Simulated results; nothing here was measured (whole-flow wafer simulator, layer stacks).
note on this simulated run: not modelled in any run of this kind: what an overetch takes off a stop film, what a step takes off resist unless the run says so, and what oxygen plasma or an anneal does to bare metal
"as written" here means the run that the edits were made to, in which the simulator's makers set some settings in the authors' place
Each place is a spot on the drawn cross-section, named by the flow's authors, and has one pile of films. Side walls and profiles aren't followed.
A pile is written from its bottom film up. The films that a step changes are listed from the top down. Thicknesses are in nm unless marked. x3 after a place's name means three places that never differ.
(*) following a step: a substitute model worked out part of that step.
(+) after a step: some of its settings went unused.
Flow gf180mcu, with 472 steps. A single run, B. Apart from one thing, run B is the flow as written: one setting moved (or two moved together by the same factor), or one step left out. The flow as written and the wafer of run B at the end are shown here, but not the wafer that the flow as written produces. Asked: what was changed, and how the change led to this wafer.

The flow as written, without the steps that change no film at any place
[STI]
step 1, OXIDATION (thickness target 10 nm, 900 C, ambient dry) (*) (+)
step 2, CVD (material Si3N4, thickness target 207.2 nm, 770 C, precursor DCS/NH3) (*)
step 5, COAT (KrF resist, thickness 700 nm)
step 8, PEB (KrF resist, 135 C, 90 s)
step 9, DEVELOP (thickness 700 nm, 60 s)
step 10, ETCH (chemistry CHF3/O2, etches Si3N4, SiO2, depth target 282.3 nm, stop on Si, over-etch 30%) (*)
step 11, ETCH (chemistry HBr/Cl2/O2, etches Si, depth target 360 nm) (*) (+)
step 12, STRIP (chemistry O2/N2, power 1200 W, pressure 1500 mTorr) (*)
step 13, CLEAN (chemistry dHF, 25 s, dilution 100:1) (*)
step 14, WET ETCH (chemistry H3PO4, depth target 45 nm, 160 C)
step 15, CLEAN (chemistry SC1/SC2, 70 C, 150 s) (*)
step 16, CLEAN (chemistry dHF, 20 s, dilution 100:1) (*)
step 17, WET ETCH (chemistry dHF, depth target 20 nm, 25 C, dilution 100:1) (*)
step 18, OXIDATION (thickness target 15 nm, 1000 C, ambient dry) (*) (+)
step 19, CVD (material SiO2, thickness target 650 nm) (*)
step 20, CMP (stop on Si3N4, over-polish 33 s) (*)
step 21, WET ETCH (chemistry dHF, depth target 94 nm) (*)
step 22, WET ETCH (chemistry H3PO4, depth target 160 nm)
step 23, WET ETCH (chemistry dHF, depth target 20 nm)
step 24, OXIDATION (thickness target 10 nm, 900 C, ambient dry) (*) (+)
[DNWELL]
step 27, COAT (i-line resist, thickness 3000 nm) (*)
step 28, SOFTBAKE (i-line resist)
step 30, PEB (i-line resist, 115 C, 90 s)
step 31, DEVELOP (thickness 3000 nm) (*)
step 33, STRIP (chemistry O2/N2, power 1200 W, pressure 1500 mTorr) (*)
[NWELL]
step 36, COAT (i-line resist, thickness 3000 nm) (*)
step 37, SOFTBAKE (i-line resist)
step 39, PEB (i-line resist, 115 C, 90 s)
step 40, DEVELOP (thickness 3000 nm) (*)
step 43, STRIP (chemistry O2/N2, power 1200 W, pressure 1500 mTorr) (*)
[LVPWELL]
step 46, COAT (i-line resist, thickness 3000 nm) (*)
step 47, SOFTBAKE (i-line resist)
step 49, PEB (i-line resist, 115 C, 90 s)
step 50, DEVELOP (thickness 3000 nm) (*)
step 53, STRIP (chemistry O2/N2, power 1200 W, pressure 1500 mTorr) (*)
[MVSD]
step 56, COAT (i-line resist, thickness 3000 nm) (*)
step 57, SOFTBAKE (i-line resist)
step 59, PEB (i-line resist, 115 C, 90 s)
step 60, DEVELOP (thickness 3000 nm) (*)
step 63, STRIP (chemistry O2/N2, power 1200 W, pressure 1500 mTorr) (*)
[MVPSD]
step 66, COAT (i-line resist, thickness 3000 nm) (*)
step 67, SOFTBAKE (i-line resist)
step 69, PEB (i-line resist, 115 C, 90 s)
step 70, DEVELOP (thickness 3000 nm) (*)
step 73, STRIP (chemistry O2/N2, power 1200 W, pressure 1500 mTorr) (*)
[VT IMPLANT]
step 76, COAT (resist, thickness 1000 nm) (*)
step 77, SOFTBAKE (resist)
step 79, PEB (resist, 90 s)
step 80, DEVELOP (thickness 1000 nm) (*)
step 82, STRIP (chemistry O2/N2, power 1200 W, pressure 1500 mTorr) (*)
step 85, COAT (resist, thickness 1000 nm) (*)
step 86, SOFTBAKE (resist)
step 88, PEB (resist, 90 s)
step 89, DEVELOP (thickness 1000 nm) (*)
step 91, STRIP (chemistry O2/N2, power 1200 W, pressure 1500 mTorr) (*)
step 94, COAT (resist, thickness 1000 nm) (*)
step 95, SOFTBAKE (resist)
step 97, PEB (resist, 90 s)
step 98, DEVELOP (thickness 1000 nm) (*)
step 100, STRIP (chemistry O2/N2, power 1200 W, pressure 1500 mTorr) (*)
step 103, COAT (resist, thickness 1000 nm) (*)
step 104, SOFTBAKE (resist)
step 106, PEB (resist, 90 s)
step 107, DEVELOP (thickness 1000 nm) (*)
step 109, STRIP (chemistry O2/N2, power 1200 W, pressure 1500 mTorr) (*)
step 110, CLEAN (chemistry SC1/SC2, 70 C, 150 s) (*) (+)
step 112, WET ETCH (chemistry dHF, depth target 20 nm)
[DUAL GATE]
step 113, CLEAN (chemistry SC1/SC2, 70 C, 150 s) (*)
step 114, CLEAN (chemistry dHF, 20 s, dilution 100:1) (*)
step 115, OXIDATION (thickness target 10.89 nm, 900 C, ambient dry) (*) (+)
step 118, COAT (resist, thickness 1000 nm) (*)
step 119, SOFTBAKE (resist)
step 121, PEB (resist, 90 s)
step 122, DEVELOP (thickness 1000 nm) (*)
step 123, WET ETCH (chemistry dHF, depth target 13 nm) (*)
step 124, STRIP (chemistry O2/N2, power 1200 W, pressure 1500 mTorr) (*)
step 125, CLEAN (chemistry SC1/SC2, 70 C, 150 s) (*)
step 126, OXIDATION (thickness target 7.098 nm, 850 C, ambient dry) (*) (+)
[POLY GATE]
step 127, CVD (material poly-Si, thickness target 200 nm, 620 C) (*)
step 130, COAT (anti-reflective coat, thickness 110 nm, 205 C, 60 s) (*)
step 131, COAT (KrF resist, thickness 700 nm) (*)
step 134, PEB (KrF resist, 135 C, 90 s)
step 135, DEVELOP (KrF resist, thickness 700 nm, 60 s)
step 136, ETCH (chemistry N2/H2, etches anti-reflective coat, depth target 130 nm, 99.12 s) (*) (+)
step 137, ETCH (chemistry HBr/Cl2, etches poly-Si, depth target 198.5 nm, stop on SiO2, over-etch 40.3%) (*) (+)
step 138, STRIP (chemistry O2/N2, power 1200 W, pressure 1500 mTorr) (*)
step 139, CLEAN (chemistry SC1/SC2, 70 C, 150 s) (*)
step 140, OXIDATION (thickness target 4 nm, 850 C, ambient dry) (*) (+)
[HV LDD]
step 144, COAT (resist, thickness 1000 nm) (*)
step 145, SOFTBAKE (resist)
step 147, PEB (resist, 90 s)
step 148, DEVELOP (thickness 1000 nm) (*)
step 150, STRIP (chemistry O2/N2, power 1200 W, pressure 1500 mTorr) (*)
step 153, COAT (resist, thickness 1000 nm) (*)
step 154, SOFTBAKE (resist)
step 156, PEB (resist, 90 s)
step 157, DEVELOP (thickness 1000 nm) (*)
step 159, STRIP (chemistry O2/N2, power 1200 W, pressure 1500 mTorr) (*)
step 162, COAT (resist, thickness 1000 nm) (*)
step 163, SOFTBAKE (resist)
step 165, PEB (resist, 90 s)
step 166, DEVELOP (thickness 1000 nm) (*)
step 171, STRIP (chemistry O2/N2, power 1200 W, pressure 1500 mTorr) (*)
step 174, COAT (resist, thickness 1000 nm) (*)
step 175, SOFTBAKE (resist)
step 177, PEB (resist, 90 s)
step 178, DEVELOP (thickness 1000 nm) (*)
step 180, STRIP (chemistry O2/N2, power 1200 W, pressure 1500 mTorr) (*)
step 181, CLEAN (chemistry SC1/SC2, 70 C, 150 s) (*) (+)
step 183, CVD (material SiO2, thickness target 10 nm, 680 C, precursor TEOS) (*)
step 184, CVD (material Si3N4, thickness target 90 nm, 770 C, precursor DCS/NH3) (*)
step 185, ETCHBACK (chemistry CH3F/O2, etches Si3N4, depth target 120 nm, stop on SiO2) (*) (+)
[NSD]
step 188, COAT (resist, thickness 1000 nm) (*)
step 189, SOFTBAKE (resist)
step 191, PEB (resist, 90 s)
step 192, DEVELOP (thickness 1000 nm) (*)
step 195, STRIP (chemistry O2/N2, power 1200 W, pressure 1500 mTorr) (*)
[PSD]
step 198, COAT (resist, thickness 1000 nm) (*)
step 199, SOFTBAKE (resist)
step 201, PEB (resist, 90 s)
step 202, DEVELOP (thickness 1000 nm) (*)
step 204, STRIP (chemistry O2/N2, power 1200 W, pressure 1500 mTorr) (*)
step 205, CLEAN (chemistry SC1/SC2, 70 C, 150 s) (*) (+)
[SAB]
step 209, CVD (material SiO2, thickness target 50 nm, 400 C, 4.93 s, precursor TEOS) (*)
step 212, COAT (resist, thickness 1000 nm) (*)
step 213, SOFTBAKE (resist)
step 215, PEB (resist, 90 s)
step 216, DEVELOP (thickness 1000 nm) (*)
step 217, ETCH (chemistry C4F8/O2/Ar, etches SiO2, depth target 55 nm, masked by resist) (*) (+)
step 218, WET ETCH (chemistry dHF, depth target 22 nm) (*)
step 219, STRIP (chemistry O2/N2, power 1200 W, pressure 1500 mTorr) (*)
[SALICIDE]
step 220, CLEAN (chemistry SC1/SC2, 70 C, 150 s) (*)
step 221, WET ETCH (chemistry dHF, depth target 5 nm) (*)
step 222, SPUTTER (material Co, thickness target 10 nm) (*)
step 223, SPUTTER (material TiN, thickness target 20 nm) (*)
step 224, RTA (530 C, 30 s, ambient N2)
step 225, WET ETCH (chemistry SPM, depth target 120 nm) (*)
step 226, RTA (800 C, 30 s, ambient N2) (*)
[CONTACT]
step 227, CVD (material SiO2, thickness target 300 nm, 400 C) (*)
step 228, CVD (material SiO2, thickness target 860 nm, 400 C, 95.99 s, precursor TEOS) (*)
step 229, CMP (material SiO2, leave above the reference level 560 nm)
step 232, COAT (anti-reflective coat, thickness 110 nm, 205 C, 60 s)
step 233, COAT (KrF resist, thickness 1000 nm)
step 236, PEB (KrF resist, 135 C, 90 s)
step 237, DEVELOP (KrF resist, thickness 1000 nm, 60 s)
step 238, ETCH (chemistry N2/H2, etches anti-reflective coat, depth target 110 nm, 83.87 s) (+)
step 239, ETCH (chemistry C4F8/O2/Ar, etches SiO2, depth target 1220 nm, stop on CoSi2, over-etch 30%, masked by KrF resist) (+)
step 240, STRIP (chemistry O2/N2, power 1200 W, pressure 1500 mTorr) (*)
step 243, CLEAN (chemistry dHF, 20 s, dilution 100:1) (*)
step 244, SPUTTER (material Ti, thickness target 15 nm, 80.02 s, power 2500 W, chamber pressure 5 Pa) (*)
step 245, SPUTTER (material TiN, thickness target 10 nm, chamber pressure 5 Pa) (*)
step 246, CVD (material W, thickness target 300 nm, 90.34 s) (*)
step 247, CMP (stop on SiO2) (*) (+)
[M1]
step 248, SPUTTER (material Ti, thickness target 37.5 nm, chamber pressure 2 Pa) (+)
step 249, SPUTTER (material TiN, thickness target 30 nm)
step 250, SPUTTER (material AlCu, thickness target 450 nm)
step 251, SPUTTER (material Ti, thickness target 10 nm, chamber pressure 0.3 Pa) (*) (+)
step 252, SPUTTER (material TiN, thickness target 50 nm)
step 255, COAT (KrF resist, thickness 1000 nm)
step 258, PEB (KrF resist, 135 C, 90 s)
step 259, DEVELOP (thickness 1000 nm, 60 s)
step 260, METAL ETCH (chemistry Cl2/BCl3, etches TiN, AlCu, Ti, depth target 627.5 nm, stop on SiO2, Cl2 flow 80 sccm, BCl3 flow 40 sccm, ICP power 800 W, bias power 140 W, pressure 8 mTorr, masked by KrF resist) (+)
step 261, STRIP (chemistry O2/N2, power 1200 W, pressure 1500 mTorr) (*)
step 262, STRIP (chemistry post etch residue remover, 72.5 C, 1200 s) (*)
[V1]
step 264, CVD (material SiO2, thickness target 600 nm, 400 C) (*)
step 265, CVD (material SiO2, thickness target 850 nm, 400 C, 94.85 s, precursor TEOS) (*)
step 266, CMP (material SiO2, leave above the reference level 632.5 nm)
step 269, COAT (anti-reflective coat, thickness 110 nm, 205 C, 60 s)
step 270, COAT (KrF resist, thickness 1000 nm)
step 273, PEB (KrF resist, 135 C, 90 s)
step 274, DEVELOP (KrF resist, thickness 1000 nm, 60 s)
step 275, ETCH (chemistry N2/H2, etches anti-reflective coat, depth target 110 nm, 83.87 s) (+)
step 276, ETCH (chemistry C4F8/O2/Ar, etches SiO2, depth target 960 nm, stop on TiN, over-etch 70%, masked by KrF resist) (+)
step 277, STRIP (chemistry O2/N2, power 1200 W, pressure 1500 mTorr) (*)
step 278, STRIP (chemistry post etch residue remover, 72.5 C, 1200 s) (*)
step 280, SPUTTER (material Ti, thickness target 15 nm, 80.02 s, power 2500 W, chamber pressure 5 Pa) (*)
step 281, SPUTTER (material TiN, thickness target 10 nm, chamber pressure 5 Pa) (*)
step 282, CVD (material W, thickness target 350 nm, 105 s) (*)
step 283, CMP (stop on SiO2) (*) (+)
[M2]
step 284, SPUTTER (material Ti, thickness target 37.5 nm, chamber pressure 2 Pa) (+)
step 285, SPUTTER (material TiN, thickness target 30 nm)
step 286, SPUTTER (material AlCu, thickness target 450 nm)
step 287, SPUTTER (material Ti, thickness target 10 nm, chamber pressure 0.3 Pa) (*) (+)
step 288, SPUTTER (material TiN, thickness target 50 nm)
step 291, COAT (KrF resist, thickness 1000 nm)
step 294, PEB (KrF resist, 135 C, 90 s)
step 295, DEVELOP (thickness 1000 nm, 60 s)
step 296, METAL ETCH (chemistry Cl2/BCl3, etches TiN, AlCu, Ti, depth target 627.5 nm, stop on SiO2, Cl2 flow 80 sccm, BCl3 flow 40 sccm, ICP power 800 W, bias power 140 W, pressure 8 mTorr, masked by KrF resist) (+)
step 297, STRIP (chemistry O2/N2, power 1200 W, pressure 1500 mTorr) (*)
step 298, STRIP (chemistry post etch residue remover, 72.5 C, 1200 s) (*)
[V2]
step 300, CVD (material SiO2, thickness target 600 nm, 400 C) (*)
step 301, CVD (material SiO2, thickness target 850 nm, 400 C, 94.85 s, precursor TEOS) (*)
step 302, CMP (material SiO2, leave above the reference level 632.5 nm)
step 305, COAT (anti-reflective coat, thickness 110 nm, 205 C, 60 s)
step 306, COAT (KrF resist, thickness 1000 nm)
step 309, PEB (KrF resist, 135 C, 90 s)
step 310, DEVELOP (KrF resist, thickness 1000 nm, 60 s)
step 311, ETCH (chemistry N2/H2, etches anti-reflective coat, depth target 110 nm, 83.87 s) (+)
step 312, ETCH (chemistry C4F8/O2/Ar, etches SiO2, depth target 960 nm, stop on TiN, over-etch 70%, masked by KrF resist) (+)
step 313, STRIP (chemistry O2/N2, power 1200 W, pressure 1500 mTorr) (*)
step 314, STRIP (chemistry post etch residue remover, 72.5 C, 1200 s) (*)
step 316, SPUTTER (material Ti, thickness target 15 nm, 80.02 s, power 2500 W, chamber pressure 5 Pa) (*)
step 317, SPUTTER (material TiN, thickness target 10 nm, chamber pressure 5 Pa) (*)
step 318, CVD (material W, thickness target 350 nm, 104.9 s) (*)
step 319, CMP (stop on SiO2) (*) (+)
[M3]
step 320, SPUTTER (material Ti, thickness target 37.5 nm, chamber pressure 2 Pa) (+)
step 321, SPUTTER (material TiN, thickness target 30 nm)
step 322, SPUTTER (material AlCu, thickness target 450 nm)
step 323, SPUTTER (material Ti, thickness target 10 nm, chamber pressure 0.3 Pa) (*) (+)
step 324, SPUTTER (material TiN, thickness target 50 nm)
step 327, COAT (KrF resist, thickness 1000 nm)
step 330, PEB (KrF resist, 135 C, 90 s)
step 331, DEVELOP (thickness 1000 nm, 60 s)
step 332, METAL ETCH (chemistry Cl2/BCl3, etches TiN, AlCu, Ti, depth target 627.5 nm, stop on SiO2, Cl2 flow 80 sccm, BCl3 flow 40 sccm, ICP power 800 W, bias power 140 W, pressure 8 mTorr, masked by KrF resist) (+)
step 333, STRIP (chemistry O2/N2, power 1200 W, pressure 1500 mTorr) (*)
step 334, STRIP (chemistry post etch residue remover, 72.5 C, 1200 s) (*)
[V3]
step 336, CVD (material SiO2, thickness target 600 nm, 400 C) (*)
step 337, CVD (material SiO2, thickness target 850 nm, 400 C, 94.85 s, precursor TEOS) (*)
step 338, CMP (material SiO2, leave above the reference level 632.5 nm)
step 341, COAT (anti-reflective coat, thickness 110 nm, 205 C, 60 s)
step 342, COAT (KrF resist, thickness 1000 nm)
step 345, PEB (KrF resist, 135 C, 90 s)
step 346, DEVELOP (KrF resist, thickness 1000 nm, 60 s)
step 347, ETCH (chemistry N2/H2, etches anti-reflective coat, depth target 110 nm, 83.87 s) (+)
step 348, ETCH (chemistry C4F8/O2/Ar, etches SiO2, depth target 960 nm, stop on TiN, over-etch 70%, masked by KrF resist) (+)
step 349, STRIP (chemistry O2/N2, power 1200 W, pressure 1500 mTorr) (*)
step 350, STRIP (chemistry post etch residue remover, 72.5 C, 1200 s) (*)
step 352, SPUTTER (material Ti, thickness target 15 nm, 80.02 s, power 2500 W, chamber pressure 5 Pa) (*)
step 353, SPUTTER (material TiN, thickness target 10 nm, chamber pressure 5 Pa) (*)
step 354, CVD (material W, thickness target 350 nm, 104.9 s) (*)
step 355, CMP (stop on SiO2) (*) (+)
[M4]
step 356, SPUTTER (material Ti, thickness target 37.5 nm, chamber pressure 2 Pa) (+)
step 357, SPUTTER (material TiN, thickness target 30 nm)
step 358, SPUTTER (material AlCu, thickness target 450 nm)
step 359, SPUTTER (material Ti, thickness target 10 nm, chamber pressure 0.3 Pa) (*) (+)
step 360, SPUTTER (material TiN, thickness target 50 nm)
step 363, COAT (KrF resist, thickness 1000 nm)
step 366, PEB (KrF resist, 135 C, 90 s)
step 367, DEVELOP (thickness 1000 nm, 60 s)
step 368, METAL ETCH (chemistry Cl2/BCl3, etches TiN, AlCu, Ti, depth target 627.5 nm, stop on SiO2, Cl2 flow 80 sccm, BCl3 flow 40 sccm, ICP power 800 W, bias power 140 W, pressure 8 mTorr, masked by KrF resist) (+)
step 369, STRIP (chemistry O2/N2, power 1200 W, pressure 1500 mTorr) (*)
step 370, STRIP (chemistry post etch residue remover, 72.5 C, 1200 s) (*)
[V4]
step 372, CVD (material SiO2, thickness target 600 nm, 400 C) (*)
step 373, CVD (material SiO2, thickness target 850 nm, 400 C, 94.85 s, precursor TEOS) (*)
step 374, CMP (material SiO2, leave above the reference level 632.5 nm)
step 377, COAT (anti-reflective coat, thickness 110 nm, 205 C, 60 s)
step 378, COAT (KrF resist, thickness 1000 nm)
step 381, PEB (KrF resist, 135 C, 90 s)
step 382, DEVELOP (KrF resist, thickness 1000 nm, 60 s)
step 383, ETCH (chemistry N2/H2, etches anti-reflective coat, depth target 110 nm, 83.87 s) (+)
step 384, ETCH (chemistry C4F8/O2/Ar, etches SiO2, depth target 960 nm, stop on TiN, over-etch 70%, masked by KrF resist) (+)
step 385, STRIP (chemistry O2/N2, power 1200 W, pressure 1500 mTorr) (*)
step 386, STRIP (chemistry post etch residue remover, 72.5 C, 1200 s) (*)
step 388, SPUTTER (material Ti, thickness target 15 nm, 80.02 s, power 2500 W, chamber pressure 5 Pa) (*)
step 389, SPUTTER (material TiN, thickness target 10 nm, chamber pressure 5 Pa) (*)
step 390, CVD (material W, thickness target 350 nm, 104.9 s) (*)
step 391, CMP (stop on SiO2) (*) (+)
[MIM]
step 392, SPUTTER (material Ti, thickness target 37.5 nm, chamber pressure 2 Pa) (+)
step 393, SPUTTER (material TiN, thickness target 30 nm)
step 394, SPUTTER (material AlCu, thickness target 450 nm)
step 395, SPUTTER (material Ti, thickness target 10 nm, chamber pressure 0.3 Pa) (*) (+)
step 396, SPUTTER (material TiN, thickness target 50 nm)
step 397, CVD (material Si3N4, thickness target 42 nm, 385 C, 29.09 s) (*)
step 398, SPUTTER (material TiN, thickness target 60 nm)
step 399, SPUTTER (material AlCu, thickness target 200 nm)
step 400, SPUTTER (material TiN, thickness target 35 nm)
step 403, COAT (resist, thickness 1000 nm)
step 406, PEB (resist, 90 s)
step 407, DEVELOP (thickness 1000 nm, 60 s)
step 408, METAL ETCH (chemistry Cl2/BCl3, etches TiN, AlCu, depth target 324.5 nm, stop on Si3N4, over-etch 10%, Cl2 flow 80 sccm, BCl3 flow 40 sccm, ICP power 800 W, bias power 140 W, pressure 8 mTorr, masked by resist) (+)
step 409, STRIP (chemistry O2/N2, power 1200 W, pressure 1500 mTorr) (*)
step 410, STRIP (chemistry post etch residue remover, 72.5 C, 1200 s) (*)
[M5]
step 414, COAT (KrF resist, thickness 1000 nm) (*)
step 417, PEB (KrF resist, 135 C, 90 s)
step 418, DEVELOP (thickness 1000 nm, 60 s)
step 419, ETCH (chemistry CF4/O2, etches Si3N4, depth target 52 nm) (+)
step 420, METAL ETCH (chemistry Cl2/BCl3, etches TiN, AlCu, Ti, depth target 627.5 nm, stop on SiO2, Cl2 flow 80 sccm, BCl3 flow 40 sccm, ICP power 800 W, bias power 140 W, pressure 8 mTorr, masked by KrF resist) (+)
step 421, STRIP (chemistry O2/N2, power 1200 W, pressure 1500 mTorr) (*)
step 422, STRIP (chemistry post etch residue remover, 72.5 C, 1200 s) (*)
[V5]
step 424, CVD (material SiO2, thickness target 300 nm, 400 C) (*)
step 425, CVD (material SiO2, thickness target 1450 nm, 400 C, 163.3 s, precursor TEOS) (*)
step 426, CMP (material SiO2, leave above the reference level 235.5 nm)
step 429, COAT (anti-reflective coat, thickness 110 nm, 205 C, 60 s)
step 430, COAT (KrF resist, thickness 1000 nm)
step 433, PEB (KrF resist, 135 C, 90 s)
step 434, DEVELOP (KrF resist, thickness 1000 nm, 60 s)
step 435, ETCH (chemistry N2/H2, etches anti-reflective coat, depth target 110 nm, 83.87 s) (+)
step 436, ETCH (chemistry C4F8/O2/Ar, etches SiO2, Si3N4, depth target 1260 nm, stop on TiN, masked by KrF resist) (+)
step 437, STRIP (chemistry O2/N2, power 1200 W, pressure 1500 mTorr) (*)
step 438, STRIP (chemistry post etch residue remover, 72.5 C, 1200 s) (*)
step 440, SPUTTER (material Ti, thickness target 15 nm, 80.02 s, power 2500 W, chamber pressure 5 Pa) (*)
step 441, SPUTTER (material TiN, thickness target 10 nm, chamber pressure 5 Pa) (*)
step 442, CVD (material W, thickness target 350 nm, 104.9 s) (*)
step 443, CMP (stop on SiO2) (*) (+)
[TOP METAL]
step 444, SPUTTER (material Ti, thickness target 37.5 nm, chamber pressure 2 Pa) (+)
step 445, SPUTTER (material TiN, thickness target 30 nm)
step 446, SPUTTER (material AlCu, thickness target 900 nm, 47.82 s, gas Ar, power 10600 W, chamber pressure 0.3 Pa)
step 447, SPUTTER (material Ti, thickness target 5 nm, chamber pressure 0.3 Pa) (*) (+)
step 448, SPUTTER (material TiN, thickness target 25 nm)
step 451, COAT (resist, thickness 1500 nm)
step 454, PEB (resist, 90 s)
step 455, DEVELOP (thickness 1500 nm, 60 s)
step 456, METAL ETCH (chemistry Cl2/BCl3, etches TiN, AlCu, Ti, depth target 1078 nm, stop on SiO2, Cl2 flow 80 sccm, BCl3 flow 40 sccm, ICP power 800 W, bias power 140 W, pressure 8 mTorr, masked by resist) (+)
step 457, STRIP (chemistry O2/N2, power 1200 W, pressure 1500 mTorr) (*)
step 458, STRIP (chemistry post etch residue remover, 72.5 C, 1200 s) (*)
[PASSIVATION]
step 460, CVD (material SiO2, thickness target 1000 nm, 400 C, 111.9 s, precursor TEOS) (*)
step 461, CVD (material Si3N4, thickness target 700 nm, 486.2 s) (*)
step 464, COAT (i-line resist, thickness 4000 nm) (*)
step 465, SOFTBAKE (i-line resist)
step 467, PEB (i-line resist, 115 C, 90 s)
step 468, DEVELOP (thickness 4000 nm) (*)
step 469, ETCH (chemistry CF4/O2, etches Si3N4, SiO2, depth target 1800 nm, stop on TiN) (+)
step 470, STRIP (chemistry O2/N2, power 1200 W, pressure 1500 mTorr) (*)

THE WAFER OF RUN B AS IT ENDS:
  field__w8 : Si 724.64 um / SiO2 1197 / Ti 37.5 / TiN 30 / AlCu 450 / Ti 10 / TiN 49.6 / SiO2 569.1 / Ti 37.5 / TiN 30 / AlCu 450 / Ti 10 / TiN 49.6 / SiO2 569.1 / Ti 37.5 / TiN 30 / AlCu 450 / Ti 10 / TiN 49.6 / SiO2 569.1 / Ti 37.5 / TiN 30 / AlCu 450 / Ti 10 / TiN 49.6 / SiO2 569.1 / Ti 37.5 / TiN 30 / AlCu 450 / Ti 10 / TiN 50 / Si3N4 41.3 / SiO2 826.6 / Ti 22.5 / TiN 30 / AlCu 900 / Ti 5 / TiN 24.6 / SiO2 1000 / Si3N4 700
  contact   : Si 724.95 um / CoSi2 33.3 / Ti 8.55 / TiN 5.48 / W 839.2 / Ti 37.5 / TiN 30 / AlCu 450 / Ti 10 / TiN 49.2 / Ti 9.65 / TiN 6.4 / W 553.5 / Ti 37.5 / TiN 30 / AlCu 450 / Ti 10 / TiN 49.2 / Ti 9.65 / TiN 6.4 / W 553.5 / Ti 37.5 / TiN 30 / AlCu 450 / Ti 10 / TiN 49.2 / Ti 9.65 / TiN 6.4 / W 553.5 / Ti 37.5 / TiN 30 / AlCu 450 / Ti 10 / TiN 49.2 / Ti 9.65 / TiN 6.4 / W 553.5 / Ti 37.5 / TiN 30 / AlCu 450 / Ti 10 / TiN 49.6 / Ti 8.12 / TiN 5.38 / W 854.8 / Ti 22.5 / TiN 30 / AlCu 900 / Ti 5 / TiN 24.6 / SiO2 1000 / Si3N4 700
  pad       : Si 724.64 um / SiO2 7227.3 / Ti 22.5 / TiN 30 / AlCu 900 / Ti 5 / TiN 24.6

What caused this: step 444, SPUTTER: thickness target 22.5 nm was run, whereas the flow has thickness target 37.5 nm.
One can read it off the wafer: field__w8 has Ti 22.5, and step 444 as written asks for 37.5 nm.

How this came from the change, step by step:
  step 444, SPUTTER (material Ti, thickness target 37.5 nm, chamber pressure 2 Pa) (+)
      field, field__w1, field__w2 and 109 more: +22.5 Ti (new film) (it would be, as written: +37.5 Ti (new film))
  step 456, METAL ETCH (chemistry Cl2/BCl3, etches TiN, AlCu, Ti, depth target 1078 nm, stop on SiO2, Cl2 flow 80 sccm, BCl3 flow 40 sccm, ICP power 800 W, bias power 140 W, pressure 8 mTorr, masked by resist) (+)
      field, field__w1, field__w2 and 103 more: -25 TiN (all of it), -5 Ti (all of it), -900 AlCu (all of it), -30 TiN (all of it), -22.5 Ti (all of it) (it would be, as written: -25 TiN (all of it), -5 Ti (all of it), -900 AlCu (all of it), -30 TiN (all of it), -37.5 Ti (all of it))
  step 465, SOFTBAKE (i-line resist)
      field__w11, nw_enc_fld_lv__w4: +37 i-line resist (it would be, as written: +37.9 i-line resist)
      active_hv, ld_gate_n: +27.5 i-line resist (it would be, as written: +28.2 i-line resist)
      (and at 57 other places as well)
